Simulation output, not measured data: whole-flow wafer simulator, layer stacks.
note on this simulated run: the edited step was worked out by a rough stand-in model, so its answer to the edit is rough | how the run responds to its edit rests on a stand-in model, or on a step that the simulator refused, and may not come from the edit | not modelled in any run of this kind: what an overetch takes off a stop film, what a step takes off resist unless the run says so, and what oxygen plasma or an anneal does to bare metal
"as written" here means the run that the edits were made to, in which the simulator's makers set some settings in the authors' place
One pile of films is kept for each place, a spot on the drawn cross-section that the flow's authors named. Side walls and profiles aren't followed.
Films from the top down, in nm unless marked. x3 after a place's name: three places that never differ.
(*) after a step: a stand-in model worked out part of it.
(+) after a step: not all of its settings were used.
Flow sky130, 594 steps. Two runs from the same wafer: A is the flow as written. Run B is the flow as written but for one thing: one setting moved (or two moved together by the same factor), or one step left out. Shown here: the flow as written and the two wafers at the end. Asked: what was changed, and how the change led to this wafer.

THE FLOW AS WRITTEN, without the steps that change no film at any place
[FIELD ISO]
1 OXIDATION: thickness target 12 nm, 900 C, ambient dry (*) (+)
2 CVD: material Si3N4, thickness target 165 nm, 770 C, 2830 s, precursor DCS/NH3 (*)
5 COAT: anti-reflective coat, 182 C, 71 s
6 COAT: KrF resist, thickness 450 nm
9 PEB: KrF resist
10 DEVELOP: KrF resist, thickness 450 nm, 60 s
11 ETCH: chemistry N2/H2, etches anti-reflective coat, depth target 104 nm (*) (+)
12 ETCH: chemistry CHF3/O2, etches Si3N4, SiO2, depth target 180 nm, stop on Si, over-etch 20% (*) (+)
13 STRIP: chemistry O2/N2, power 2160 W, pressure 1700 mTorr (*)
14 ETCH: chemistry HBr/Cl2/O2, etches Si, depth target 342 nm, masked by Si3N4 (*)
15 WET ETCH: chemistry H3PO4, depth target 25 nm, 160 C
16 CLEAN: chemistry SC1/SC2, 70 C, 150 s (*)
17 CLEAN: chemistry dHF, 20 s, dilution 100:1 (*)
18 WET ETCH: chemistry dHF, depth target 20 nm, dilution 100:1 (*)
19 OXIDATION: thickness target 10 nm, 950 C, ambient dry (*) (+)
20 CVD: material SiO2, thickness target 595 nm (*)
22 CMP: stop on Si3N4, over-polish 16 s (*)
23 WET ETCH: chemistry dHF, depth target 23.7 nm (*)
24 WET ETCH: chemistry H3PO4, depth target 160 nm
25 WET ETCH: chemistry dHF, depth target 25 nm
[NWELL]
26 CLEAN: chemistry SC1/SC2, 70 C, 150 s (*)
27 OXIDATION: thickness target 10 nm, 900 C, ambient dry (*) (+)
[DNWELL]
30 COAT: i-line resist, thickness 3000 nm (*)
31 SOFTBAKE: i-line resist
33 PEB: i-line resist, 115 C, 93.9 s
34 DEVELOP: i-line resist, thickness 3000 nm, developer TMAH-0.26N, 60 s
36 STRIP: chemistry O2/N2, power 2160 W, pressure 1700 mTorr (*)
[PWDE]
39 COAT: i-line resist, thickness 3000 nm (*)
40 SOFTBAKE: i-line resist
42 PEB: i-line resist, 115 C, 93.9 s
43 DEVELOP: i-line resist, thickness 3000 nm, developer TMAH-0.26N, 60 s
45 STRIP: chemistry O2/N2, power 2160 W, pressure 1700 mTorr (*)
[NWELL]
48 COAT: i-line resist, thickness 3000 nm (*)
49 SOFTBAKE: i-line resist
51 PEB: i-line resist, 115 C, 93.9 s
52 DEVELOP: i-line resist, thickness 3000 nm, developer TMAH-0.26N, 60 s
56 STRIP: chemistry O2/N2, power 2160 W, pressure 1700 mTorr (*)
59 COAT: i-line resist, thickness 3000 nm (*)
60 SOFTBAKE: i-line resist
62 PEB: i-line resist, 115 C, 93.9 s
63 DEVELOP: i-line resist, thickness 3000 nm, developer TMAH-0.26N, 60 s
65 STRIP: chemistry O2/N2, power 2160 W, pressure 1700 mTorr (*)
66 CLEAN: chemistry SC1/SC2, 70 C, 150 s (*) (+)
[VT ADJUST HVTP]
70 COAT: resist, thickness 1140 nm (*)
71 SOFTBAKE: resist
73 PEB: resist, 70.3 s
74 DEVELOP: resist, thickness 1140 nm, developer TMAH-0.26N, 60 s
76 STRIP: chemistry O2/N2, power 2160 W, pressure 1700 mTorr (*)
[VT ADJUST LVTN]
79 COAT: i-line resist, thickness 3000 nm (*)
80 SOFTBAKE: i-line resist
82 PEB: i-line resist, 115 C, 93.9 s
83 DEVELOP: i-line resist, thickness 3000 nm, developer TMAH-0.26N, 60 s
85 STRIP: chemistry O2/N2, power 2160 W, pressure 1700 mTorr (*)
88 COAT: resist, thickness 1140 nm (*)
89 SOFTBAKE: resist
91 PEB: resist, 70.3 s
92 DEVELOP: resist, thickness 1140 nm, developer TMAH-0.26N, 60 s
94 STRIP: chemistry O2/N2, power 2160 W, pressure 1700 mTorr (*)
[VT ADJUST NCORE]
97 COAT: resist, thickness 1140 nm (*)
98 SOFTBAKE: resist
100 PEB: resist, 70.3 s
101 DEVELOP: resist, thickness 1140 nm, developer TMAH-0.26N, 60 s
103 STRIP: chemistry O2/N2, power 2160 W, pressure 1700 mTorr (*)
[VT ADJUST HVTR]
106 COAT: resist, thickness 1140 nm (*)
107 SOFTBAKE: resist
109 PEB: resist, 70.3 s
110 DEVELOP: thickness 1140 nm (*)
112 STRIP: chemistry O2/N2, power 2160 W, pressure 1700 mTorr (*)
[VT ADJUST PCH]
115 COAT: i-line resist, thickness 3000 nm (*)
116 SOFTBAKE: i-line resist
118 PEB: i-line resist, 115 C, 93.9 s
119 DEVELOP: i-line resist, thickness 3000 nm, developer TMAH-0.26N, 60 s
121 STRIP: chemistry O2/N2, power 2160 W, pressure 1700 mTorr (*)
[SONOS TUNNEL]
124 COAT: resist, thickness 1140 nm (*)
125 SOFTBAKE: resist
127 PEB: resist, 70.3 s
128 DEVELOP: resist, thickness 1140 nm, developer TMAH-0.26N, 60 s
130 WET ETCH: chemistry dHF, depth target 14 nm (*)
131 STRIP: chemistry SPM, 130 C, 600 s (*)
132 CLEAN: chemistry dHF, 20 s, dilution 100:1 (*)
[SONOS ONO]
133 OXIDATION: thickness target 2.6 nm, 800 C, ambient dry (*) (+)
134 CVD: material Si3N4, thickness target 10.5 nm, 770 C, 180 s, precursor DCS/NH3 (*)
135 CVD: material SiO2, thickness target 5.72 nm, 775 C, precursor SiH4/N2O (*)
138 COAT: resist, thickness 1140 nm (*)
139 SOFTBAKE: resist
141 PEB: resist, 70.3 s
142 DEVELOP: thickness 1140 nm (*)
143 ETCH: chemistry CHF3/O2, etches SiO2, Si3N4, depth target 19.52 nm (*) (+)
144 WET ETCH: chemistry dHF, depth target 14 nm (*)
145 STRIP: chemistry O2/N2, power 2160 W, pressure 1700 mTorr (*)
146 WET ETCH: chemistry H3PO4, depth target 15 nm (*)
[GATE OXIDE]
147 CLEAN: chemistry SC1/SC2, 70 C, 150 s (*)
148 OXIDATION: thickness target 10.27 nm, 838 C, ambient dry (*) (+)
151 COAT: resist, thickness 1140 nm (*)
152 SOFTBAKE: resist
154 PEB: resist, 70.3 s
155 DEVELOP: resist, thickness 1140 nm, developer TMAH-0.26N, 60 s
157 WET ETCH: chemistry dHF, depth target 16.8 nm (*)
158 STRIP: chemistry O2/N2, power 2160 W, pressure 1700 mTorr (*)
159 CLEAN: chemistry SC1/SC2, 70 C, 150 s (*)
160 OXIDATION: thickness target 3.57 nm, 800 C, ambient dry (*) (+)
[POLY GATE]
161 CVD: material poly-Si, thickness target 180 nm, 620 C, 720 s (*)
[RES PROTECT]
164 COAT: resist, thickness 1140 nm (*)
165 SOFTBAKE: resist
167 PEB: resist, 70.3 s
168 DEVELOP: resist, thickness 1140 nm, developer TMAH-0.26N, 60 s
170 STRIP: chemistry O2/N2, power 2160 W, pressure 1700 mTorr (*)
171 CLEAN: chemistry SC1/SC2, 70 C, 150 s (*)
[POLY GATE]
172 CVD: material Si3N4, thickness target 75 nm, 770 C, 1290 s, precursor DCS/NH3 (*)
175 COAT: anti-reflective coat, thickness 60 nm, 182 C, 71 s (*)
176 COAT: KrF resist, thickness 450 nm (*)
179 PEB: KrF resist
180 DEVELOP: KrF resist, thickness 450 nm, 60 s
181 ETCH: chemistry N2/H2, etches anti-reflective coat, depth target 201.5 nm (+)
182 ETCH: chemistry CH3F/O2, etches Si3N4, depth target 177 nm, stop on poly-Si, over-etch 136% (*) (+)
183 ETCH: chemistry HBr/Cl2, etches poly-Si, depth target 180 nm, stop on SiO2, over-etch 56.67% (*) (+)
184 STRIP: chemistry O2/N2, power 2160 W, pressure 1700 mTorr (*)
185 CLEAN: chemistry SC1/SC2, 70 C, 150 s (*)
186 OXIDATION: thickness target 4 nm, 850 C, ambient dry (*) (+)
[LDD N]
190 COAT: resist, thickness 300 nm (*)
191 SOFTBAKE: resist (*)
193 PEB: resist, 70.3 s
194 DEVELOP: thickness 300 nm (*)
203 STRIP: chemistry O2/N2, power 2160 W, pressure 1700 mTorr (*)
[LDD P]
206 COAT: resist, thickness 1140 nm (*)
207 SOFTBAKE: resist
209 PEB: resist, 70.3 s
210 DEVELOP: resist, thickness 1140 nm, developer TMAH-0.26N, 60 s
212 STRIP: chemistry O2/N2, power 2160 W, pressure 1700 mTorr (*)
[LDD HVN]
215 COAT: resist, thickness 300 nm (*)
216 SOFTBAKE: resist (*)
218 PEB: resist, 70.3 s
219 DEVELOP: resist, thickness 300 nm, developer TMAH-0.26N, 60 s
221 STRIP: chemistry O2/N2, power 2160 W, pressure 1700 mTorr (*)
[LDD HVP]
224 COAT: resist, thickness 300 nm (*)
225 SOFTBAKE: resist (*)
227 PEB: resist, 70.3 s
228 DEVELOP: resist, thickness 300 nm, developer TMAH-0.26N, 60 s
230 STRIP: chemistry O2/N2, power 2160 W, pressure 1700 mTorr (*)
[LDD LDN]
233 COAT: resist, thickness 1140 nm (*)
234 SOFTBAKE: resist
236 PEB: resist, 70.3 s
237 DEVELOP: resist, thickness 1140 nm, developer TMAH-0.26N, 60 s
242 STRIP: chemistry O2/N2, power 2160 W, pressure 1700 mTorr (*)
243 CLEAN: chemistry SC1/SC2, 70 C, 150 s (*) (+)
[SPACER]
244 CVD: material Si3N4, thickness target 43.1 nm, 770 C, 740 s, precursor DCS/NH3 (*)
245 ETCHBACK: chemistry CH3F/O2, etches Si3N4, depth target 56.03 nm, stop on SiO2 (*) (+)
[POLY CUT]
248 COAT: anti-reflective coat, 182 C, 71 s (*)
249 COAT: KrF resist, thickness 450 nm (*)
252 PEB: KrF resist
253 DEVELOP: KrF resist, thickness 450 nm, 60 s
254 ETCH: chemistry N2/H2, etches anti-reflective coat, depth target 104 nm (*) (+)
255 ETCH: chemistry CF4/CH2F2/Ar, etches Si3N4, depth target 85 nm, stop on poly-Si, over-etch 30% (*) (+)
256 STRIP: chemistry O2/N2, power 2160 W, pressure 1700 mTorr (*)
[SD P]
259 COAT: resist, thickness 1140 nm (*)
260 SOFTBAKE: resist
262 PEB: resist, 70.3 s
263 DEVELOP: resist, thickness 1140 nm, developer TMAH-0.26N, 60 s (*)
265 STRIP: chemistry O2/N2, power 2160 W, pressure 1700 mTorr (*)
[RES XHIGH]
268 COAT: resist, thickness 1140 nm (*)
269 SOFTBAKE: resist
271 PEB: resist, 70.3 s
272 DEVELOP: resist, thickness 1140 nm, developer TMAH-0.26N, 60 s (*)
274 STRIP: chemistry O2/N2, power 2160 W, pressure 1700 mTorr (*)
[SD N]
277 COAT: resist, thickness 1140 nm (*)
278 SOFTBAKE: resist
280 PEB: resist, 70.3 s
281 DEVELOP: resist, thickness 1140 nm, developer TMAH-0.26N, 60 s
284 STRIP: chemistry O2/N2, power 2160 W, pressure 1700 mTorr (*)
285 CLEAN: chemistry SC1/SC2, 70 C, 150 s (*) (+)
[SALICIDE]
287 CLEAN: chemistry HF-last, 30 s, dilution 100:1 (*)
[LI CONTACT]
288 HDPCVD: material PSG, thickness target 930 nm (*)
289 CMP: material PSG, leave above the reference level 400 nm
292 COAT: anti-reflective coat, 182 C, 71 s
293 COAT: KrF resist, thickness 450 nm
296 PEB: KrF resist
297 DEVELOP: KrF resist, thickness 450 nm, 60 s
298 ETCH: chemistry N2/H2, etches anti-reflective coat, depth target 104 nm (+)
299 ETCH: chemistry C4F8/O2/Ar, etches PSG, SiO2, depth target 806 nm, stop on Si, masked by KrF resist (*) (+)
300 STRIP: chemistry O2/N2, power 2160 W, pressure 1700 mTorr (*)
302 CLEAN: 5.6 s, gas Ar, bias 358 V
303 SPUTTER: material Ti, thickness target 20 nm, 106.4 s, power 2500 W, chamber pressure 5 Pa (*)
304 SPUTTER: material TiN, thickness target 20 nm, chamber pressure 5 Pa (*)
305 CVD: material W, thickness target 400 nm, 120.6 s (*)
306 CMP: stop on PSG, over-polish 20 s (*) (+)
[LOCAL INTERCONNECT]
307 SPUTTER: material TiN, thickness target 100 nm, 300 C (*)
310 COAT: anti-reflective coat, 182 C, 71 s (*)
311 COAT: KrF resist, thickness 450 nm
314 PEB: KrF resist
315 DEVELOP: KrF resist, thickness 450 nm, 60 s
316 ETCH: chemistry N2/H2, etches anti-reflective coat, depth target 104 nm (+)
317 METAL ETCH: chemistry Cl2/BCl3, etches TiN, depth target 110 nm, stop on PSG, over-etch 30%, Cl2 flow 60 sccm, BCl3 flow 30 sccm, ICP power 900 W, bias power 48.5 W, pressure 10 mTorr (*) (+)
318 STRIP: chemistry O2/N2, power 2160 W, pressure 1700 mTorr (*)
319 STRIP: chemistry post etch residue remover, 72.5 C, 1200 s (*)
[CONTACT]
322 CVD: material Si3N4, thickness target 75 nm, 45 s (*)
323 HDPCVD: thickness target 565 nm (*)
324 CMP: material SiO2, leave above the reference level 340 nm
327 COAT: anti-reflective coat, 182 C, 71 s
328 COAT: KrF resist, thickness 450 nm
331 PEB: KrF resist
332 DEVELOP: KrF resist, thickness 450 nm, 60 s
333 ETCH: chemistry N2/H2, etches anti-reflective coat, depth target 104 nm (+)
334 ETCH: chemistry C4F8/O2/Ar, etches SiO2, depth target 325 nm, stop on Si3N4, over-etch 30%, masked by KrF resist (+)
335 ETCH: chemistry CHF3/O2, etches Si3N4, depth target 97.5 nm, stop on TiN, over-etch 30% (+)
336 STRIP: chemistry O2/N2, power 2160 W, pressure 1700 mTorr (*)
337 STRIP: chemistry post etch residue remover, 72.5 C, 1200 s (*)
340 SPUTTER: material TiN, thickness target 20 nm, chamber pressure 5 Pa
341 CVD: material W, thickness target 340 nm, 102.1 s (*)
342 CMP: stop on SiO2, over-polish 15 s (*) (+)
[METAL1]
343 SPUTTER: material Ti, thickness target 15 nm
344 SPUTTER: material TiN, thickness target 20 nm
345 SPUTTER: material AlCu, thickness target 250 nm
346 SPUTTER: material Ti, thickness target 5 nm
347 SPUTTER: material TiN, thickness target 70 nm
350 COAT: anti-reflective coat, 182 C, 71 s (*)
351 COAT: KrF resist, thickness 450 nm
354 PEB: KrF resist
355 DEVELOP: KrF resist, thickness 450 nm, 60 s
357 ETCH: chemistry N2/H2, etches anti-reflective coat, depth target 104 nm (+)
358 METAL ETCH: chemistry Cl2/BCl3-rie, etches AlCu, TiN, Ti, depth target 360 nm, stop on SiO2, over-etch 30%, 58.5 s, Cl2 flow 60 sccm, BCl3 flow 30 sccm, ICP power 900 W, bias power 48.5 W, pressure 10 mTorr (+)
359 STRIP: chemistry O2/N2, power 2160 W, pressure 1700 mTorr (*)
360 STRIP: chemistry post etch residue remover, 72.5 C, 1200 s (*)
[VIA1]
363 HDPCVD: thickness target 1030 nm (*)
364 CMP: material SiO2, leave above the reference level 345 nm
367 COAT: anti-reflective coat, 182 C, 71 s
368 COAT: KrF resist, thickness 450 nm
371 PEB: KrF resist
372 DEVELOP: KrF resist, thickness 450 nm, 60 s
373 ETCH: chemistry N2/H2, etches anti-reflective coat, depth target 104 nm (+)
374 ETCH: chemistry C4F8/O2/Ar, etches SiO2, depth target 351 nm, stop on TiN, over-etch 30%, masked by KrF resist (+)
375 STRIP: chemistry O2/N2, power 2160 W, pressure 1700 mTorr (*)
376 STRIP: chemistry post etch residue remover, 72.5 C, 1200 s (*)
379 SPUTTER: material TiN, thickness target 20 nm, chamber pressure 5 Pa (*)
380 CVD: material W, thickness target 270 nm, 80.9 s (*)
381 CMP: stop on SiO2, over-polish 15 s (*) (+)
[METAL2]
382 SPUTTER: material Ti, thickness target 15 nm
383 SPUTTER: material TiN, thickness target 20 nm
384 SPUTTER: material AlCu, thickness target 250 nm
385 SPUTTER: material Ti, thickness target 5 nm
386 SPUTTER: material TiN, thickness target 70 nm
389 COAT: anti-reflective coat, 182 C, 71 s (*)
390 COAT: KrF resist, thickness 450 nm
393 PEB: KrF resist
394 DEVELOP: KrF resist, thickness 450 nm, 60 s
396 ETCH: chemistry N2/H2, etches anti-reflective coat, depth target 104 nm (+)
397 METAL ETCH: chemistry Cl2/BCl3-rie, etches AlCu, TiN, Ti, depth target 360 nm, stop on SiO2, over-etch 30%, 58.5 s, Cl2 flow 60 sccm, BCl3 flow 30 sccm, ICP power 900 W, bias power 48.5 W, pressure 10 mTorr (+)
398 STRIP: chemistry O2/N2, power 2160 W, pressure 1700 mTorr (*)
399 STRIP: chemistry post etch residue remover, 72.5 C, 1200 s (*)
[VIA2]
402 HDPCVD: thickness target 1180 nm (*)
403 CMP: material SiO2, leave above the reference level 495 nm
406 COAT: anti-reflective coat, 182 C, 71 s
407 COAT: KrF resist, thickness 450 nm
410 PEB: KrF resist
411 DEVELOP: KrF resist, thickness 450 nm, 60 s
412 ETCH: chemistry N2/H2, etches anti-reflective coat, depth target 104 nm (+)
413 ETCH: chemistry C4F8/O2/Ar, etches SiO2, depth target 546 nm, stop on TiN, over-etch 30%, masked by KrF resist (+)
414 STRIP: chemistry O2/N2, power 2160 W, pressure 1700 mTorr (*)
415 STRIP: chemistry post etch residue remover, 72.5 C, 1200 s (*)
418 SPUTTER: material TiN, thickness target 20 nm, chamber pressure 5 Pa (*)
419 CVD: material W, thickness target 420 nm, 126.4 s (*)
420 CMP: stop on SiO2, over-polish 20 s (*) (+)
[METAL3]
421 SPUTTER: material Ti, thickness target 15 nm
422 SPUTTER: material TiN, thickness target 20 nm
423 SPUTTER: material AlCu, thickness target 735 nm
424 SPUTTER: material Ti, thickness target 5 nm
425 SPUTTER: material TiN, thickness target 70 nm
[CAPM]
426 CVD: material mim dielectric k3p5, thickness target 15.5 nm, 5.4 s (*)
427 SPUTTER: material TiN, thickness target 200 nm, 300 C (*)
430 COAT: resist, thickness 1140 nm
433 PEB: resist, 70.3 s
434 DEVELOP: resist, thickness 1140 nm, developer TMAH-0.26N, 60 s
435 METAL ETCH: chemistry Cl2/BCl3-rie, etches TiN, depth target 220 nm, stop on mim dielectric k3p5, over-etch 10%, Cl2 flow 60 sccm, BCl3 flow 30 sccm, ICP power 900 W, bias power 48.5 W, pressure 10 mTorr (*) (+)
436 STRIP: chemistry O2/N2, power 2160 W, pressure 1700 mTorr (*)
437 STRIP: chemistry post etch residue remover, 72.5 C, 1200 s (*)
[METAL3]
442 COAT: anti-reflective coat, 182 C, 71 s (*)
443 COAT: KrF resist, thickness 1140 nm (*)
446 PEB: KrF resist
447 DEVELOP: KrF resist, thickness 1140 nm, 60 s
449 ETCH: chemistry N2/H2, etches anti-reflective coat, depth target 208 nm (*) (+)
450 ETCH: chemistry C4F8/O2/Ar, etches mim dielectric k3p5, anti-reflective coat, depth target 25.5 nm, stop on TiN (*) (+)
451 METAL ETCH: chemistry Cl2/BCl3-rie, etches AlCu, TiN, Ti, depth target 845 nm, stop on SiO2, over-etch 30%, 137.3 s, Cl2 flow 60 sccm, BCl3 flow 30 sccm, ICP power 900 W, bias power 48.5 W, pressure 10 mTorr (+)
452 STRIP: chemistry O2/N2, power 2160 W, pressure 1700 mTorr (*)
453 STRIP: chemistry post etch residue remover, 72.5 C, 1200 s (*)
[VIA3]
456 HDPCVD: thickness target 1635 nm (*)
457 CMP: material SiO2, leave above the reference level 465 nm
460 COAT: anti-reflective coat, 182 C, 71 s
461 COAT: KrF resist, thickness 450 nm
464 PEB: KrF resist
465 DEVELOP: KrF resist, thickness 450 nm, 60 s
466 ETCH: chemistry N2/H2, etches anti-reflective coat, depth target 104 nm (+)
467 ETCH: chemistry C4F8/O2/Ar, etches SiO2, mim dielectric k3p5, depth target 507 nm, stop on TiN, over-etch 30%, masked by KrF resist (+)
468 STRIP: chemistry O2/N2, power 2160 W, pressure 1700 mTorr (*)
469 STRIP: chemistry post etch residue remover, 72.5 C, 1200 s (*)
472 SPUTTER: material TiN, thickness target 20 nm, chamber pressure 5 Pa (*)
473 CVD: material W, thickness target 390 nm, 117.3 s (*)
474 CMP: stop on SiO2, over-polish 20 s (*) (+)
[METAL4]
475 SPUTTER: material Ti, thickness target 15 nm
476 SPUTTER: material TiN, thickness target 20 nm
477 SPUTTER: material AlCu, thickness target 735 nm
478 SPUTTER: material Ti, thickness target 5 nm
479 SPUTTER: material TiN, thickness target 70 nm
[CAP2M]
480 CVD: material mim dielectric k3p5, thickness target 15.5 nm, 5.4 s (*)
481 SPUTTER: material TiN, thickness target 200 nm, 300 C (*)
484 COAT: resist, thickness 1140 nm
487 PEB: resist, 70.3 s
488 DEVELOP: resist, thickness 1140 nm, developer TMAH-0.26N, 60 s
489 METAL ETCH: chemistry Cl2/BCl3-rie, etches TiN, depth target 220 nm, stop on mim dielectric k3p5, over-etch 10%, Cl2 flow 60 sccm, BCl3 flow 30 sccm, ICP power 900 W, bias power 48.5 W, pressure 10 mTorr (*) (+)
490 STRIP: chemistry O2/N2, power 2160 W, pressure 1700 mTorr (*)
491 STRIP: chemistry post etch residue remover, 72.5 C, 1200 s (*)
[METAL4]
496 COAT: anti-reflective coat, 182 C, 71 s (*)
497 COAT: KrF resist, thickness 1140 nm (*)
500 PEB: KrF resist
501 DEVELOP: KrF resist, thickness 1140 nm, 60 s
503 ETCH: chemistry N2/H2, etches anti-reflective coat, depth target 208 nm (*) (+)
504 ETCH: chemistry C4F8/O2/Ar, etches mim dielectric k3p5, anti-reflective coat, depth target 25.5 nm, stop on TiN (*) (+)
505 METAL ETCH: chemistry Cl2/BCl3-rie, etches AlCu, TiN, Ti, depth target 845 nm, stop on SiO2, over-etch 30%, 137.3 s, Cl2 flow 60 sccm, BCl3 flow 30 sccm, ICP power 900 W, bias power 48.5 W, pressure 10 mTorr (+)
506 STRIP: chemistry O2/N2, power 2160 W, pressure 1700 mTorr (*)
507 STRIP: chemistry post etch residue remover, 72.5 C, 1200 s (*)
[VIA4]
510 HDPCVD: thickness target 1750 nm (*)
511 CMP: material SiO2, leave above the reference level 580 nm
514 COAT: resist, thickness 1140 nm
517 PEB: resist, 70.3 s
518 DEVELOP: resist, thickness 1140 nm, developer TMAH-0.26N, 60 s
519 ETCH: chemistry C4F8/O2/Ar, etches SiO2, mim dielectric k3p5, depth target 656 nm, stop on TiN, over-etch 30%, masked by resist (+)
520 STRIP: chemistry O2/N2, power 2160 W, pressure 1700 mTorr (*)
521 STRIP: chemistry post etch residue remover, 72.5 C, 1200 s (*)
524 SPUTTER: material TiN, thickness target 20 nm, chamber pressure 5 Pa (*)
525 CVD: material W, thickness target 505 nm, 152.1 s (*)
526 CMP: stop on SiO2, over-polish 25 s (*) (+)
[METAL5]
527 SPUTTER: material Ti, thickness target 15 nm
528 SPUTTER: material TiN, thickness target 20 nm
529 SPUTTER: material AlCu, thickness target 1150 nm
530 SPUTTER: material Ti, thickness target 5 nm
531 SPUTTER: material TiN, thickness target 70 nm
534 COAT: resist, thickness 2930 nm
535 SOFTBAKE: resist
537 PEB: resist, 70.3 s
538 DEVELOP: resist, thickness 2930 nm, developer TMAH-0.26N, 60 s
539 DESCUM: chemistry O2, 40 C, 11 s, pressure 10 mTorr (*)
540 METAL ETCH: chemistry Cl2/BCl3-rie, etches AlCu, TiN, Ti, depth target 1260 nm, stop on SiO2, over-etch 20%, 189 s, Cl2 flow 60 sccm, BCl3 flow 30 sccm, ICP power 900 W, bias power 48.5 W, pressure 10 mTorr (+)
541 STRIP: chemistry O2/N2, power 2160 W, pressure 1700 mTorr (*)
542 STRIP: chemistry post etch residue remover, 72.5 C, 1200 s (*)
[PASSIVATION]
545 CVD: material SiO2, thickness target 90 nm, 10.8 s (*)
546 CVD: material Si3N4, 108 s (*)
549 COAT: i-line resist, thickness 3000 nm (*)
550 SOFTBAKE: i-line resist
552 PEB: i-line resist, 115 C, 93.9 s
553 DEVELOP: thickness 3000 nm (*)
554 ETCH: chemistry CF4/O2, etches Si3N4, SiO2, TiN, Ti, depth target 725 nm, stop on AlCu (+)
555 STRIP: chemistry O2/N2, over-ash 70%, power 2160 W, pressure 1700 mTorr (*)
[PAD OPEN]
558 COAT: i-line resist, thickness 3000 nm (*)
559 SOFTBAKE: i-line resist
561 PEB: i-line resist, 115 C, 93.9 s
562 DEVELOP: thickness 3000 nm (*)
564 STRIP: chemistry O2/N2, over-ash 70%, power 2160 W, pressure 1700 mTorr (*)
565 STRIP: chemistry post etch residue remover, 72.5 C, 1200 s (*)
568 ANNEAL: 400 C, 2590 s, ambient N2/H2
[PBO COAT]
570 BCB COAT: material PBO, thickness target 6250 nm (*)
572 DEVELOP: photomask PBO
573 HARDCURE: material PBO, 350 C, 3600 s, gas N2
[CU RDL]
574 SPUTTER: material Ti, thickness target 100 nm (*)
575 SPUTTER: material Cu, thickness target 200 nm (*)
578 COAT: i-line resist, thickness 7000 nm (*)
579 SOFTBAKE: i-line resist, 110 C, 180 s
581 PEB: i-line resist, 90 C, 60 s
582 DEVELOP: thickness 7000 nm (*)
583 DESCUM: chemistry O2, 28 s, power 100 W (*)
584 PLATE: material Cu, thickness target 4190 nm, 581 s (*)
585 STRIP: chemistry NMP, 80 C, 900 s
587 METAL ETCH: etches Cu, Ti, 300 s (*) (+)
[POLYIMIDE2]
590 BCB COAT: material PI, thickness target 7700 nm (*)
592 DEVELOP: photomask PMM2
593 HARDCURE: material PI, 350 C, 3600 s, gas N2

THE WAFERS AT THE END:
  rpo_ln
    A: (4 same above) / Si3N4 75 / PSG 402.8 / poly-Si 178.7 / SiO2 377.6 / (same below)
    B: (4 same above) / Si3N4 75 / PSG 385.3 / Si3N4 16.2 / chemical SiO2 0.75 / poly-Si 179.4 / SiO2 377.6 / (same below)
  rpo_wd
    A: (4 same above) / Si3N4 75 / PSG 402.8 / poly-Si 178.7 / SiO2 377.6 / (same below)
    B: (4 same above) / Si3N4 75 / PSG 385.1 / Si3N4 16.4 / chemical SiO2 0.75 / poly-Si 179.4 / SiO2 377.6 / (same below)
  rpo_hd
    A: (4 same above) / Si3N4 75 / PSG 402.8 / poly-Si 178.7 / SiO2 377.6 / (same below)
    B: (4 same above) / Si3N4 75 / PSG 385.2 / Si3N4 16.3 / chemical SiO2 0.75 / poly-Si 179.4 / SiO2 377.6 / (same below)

The cause: step 255, ETCH: depth target 44.6 nm was run, where the flow has depth target 85 nm.

How the change led to this, step by step:
  255 ETCH: chemistry CF4/CH2F2/Ar, etches Si3N4, depth target 85 nm, stop on poly-Si, over-etch 30% (*) (+)
      rpo_wd, rxpo_wd: A Si3N4 -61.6 (all of it), chemical SiO2 -0.75 (all of it) | B Si3N4 -44.6
      poly_licon: A Si3N4 -61.9 (all of it), chemical SiO2 -0.76 (all of it) | B Si3N4 -44.6
      (and at 187 more places)
  256 STRIP: chemistry O2/N2, power 2160 W, pressure 1700 mTorr (*)
      poly_licon, rpo_ln, rpo_wd, rpo_hd, rpo_hd_licon, rxpo_ln, rxpo_wd: A chemical SiO2 +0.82 (new film), poly-Si -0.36 | B nothing
      dice_street, dep_dnw_sti, iso_dnw_wall, grade_field_poly, de16_nwb_sti: A KrF resist -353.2 (all of it), anti-reflective coat -80 (all of it) | B KrF resist -371.6 (all of it), anti-reflective coat -80 (all of it)
      (and at 178 more places)
  260 SOFTBAKE: resist
      mim: A resist +10.8 | B resist +11.9
      npn11_xb: A resist +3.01 | B resist +3.52
      (and at 10 more places)
  269 SOFTBAKE: resist
      mim: A resist +10.8 | B resist +11.9
      npn11_xb: A resist +3.01 | B resist +3.52
      (and at 10 more places)
  278 SOFTBAKE: resist
      mim: A resist +10.8 | B resist +11.9
      nw_fld__w1: A resist +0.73 | B resist +1.25
      (and at 11 more places)
  287 CLEAN: chemistry HF-last, 30 s, dilution 100:1 (*)
      rpo_ln, rpo_wd, rpo_hd, rpo_hd_licon, rxpo_ln, rxpo_wd: A chemical SiO2 -0.77 (all of it) | B Si3N4 -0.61
      poly_licon: A chemical SiO2 -0.76 (all of it) | B Si3N4 -0.61
  289 CMP: material PSG, leave above the reference level 400 nm
      rpo_wd, rpo_hd, rxpo_wd: A PSG -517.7 | B PSG -535.4
      poly_licon, rpo_hd_licon: A PSG -517.7 | B PSG -535.7
      (and at 2 more places)
  299 ETCH: chemistry C4F8/O2/Ar, etches PSG, SiO2, depth target 806 nm, stop on Si, masked by KrF resist (*) (+)
      poly_licon: A PSG -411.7 (all of it) | B PSG -393.7 (all of it), Si3N4 -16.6 (all of it), chemical SiO2 -0.76 (all of it)
      rpo_hd_licon: A PSG -411.7 (all of it) | B PSG -393.7 (all of it), Si3N4 -16.6 (all of it), chemical SiO2 -0.75 (all of it)
  306 CMP: stop on PSG, over-polish 20 s (*) (+)
      poly_licon: A W -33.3 | B W -34
